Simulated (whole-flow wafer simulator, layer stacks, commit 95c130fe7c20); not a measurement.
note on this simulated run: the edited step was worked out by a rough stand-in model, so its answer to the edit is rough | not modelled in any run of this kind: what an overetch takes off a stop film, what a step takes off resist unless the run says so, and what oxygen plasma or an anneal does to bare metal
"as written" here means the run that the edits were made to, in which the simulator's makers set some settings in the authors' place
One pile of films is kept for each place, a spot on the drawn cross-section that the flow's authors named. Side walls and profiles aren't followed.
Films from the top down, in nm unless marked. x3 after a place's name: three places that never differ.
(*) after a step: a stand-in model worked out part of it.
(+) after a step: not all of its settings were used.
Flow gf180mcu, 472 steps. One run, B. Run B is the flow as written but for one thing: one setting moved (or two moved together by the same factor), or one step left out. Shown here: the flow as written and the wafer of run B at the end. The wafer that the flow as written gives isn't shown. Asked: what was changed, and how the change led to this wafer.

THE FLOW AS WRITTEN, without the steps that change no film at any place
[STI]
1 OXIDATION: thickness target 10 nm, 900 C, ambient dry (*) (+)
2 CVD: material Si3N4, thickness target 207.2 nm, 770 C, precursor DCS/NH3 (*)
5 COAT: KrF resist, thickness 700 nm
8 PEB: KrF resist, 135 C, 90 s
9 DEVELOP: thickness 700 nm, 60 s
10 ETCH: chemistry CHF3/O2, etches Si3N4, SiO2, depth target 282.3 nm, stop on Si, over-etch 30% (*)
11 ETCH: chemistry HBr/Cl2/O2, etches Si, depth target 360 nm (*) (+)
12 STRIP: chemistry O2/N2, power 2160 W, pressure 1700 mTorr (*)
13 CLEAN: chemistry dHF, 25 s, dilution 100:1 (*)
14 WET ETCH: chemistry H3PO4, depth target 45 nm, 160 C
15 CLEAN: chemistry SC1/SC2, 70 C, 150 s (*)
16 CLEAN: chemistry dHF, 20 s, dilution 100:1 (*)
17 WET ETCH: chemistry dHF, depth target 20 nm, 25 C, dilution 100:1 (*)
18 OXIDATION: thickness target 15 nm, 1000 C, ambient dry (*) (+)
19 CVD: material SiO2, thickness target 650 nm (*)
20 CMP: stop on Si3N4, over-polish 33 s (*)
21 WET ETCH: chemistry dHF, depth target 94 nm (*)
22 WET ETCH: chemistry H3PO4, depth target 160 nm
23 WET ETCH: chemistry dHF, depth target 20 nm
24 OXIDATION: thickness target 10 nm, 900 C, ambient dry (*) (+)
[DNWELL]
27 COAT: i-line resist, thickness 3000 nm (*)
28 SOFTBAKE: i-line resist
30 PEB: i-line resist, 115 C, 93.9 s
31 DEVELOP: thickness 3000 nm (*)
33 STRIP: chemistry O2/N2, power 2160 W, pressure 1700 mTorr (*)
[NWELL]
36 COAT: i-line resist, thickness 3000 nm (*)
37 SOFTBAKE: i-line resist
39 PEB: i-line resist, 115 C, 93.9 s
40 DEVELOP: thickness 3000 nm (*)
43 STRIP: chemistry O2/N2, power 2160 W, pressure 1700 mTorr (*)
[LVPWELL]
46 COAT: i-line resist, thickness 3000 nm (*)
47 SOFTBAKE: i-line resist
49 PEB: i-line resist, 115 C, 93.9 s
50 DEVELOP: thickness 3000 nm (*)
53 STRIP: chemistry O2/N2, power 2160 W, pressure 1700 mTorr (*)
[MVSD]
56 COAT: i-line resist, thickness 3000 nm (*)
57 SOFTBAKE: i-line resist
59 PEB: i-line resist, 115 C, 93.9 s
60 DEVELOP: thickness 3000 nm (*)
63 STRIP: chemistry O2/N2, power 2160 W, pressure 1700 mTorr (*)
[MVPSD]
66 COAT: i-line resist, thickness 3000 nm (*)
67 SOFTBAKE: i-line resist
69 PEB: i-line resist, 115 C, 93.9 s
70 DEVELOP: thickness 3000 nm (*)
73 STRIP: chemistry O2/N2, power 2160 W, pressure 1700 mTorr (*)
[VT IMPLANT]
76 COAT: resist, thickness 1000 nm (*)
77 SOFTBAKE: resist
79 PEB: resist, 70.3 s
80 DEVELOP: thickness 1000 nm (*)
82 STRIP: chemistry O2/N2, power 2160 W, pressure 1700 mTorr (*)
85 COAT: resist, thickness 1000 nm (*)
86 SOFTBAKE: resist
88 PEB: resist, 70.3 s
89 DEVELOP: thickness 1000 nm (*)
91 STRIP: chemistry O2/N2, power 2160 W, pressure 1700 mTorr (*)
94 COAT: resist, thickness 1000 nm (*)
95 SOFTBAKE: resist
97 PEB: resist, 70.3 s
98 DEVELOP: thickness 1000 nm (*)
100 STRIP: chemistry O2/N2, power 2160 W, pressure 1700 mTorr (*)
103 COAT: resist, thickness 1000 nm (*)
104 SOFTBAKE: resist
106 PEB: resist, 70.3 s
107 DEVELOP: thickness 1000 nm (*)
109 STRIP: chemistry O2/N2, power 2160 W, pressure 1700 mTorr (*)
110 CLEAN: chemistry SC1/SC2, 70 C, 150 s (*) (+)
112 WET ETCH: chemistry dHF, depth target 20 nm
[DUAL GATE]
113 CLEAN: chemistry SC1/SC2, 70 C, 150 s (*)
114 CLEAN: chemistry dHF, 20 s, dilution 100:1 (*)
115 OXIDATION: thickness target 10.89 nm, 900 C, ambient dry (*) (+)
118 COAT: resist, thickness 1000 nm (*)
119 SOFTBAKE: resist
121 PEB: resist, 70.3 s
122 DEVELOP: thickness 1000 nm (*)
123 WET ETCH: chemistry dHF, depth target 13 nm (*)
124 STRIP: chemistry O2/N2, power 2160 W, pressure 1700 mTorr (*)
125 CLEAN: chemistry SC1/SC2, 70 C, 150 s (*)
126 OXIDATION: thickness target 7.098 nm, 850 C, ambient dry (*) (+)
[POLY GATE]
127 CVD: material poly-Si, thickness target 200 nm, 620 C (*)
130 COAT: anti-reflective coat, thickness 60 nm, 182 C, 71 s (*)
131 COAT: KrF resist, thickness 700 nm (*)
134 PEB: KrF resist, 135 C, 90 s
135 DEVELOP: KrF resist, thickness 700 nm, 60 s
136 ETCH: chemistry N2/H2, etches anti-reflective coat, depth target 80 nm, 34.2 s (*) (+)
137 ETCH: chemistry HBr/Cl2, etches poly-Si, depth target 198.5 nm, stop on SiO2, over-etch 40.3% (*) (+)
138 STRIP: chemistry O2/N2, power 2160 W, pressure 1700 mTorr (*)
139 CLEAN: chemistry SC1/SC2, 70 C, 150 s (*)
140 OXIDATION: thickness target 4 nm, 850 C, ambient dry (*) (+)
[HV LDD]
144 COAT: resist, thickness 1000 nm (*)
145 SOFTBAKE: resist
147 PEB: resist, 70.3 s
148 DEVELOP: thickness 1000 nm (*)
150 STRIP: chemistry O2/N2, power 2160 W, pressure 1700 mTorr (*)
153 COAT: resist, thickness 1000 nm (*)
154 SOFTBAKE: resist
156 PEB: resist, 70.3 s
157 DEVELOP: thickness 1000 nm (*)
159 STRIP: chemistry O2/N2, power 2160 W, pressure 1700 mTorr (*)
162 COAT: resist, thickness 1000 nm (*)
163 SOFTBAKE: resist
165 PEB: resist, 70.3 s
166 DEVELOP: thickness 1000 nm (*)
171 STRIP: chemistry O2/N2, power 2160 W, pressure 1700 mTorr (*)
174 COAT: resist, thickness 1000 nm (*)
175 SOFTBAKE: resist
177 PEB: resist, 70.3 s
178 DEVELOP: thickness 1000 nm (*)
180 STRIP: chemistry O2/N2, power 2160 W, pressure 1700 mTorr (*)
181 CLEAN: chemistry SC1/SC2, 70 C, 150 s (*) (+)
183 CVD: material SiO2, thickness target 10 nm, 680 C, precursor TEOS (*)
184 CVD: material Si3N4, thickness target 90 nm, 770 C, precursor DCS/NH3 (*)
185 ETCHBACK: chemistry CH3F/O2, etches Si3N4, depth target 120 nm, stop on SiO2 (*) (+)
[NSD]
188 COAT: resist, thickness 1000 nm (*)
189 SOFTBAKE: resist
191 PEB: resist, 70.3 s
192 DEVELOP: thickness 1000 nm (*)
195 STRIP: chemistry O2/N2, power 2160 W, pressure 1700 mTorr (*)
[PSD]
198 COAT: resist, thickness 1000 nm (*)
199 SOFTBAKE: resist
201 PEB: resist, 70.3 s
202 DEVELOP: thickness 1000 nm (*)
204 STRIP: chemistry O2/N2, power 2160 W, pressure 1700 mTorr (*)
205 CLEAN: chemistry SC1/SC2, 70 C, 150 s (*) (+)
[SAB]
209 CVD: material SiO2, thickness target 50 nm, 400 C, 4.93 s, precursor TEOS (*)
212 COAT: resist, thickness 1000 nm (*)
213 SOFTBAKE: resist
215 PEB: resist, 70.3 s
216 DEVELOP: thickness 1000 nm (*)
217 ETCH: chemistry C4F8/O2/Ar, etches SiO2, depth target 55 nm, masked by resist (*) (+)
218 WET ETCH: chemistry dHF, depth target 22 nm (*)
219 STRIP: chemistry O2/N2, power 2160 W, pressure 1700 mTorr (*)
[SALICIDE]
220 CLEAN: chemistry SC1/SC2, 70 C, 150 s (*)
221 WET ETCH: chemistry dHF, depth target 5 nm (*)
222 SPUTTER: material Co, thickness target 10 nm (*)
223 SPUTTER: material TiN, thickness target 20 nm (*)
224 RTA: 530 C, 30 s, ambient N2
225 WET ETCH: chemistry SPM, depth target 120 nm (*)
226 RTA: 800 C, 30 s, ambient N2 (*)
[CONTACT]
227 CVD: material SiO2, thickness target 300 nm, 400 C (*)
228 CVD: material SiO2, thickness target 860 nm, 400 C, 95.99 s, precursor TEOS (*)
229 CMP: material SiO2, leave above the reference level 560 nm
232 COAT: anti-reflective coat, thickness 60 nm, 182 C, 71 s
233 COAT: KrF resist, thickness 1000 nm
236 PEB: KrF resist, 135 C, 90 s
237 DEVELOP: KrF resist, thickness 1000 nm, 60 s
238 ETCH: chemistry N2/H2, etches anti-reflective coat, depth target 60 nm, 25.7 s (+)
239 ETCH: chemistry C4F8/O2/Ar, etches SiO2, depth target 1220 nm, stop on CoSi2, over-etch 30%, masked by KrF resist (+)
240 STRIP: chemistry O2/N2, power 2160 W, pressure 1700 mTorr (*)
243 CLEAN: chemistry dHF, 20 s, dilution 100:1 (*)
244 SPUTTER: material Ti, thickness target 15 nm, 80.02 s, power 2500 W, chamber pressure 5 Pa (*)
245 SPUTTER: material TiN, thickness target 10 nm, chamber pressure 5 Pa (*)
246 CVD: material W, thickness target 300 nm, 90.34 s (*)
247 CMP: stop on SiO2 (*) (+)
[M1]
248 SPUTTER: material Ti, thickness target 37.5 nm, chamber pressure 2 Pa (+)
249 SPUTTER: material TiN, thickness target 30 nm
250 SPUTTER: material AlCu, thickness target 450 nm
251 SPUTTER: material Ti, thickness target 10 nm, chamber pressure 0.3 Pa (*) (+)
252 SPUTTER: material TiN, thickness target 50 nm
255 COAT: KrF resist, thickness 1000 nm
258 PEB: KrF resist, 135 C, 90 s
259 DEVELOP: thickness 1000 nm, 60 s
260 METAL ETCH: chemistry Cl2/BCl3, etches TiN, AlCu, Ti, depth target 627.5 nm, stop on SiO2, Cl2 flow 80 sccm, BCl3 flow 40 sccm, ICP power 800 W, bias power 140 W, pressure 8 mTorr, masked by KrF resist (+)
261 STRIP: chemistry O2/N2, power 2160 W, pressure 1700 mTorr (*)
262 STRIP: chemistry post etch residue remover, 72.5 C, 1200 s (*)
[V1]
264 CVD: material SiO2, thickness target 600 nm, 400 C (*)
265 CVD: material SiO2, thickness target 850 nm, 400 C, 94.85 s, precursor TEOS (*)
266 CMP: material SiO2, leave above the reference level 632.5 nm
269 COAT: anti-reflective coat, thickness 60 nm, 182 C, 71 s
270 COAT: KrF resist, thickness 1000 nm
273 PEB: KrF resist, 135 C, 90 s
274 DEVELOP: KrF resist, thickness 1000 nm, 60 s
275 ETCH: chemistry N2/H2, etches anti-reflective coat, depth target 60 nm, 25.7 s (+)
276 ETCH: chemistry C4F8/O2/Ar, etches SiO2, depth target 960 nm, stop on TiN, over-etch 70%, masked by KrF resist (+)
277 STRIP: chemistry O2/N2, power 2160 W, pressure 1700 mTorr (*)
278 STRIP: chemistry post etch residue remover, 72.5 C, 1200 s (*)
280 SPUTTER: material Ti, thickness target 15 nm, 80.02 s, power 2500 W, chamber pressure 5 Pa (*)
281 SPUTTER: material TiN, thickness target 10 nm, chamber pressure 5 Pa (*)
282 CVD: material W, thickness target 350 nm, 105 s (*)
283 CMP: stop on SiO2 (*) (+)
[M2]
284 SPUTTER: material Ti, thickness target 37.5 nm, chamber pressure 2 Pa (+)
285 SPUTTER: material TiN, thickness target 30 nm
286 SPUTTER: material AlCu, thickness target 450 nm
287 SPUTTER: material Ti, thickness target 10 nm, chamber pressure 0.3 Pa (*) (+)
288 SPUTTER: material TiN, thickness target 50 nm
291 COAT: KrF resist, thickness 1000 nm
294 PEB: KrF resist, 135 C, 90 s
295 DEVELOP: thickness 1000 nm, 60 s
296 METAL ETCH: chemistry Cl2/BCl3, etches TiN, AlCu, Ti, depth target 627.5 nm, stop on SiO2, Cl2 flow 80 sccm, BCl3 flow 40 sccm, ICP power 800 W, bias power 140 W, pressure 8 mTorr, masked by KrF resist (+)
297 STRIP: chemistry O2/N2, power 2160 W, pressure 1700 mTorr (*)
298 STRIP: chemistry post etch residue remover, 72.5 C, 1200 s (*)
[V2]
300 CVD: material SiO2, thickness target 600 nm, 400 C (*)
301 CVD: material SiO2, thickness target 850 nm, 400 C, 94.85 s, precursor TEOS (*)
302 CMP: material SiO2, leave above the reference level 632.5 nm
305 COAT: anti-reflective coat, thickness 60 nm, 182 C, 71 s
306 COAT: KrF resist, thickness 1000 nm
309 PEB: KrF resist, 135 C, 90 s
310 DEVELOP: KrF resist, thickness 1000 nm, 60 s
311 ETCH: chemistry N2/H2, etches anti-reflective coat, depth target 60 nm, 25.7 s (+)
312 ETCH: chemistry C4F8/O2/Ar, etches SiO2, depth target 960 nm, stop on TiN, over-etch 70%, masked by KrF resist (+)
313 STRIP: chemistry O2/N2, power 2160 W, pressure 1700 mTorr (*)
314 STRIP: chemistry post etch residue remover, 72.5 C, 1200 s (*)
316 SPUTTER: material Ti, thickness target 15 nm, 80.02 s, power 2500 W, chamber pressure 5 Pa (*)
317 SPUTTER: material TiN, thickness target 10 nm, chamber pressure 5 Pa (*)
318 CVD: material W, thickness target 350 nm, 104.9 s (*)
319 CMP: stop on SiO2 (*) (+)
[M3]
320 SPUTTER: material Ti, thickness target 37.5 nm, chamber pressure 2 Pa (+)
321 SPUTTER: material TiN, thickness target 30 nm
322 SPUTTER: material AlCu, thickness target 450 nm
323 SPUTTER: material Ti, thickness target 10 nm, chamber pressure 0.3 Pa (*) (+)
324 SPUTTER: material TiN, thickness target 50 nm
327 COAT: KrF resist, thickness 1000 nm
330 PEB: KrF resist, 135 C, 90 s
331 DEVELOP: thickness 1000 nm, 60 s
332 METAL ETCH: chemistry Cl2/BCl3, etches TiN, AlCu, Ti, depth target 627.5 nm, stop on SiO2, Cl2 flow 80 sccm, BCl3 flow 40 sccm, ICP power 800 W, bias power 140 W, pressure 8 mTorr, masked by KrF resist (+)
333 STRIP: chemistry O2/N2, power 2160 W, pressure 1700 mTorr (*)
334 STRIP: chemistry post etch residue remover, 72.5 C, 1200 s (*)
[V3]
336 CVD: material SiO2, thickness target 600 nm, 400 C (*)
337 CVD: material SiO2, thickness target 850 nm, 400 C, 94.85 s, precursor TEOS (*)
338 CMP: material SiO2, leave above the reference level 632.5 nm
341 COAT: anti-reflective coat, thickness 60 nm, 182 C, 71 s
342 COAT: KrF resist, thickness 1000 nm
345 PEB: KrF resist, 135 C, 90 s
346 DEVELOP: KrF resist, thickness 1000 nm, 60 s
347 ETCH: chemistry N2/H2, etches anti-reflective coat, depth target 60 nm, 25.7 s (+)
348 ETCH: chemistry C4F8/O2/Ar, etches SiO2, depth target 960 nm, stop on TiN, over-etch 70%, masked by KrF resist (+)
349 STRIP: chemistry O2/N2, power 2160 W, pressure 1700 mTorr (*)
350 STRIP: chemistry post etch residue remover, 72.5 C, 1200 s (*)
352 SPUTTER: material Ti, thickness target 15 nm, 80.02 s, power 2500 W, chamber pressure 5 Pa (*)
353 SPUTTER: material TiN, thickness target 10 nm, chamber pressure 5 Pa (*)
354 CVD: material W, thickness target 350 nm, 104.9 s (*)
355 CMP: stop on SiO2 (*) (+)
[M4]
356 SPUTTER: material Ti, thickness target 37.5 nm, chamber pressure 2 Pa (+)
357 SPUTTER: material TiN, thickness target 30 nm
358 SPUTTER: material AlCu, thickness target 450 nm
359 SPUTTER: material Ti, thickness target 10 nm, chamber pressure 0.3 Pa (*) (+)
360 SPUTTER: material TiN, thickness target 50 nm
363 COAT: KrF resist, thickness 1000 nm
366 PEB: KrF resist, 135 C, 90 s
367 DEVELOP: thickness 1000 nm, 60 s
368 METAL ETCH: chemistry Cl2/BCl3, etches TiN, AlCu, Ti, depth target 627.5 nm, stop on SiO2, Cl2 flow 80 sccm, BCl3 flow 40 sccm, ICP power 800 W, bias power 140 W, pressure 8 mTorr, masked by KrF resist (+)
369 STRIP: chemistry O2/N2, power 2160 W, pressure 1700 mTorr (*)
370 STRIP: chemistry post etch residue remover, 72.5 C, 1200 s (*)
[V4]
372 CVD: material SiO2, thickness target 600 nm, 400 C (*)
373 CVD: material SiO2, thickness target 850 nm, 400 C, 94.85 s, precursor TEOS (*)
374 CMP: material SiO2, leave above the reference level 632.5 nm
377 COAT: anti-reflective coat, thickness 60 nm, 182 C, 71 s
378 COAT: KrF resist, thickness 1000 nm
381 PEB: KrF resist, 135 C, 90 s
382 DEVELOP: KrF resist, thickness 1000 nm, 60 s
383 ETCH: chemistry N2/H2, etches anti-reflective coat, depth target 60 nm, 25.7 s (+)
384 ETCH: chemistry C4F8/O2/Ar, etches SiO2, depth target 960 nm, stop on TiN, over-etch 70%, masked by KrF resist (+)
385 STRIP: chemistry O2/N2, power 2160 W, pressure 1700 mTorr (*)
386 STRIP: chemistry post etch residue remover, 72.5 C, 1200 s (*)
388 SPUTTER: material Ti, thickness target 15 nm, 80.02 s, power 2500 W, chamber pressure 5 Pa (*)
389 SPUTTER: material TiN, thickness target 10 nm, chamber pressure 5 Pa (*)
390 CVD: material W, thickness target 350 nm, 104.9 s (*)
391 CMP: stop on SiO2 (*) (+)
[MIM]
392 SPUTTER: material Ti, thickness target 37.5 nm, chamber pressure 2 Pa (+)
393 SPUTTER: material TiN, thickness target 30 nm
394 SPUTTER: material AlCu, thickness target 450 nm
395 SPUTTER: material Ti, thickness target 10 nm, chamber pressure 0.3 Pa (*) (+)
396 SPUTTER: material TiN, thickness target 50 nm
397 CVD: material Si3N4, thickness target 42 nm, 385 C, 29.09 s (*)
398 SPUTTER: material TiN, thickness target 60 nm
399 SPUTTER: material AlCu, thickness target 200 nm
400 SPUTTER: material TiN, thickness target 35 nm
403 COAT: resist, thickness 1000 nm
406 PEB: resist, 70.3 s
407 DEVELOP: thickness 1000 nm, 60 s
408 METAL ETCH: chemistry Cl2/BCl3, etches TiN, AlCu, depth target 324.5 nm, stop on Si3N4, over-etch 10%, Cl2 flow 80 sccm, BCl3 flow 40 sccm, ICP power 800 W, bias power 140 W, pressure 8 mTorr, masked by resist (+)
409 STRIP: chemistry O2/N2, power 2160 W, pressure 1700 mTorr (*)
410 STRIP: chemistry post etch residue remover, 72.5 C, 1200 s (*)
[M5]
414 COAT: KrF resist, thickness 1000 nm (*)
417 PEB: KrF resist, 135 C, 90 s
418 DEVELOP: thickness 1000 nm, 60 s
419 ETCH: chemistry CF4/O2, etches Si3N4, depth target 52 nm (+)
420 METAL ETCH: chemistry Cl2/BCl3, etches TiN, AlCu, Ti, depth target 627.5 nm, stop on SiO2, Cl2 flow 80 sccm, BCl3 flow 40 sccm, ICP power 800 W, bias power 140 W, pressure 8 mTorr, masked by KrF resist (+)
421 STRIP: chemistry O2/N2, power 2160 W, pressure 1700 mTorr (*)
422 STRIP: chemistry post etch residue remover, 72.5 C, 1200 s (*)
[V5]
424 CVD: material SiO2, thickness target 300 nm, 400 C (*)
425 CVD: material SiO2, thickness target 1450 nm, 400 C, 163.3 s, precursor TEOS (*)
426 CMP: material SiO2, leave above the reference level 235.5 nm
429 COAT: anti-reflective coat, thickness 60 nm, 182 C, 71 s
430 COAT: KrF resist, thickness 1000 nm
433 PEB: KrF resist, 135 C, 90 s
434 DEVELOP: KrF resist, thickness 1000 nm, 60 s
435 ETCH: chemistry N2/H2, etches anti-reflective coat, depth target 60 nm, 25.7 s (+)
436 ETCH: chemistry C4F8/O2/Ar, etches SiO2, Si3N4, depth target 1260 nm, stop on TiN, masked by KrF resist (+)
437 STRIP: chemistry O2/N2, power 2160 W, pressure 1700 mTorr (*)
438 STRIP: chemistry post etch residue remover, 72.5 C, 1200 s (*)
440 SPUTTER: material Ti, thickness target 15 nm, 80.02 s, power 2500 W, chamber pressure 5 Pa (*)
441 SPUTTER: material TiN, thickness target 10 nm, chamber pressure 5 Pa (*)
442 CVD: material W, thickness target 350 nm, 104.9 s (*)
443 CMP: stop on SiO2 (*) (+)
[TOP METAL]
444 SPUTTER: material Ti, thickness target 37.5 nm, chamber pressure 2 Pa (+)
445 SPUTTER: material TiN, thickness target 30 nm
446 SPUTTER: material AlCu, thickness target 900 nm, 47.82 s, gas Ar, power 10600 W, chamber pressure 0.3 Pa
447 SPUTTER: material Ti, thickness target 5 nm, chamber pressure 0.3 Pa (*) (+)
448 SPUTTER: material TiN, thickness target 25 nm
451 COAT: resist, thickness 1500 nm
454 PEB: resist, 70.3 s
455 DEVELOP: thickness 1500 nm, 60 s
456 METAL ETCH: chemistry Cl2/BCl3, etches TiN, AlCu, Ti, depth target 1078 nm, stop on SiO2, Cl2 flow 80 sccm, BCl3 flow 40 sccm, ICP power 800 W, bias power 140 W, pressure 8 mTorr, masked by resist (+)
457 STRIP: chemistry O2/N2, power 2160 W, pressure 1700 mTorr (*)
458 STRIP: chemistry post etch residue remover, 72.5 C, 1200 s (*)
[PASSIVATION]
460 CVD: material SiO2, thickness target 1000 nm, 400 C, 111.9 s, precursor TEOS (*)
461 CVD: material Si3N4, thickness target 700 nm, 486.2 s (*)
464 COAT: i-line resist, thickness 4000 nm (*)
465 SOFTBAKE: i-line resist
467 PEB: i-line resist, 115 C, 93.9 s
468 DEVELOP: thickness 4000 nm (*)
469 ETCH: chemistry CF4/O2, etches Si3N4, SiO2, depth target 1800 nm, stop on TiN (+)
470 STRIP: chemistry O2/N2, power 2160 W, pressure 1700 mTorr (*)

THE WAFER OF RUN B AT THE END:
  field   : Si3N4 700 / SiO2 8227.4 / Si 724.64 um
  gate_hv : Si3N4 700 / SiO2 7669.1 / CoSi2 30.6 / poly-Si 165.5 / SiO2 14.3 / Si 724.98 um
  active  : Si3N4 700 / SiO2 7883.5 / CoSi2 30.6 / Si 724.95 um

The cause: step 222, SPUTTER: thickness target 8.75 nm was run, where the flow has thickness target 10 nm.

How the change led to this, step by step:
  222 SPUTTER: material Co, thickness target 10 nm (*)
      field, field__w7, field__w8 and 71 more: Co +8.75 (new film) (as written it would be: Co +10 (new film))
      field__w2, mim: Co +7.57 (new film) (as written it would be: Co +8.65 (new film))
      (and at 35 more places)
  224 RTA: 530 C, 30 s, ambient N2
      gate, gate_hv, gate_p and 22 more: under 1 film: CoSi +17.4 (new film), Co -8.75 (all of it), poly-Si -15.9 (as written it would be: under 1 film: CoSi +19.9 (new film), Co -10 (all of it), poly-Si -18.2)
      active, p_well, sd_n and 11 more: under 1 film: CoSi +17.4 (new film), Co -8.75 (all of it), Si -15.9 (as written it would be: under 1 film: CoSi +19.9 (new film), Co -10 (all of it), Si -18.1)
      (and at 10 more places)
  225 WET ETCH: chemistry SPM, depth target 120 nm (*)
      field, field__w7, field__w8 and 32 more: TiN -20 (all of it), Co -8.75 (all of it) (as written it would be: TiN -20 (all of it), Co -10 (all of it))
      field__w9, nw_enc_fld_lv__w3: TiN -19.1 (all of it), Co -8.4 (all of it) (as written it would be: TiN -19.1 (all of it), Co -9.6 (all of it))
      (and at 25 more places)
  226 RTA: 800 C, 30 s, ambient N2 (*)
      gate, gate_hv, gate_p and 22 more: CoSi2 +30.6 (new film), CoSi -17.4 (all of it), poly-Si -15.9 (as written it would be: CoSi2 +35 (new film), CoSi -19.9 (all of it), poly-Si -18.2)
      active, p_well, sd_n and 11 more: CoSi2 +30.6 (new film), CoSi -17.4 (all of it), Si -15.9 (as written it would be: CoSi2 +35 (new film), CoSi -19.9 (all of it), Si -18.1)
      (and at 10 more places)
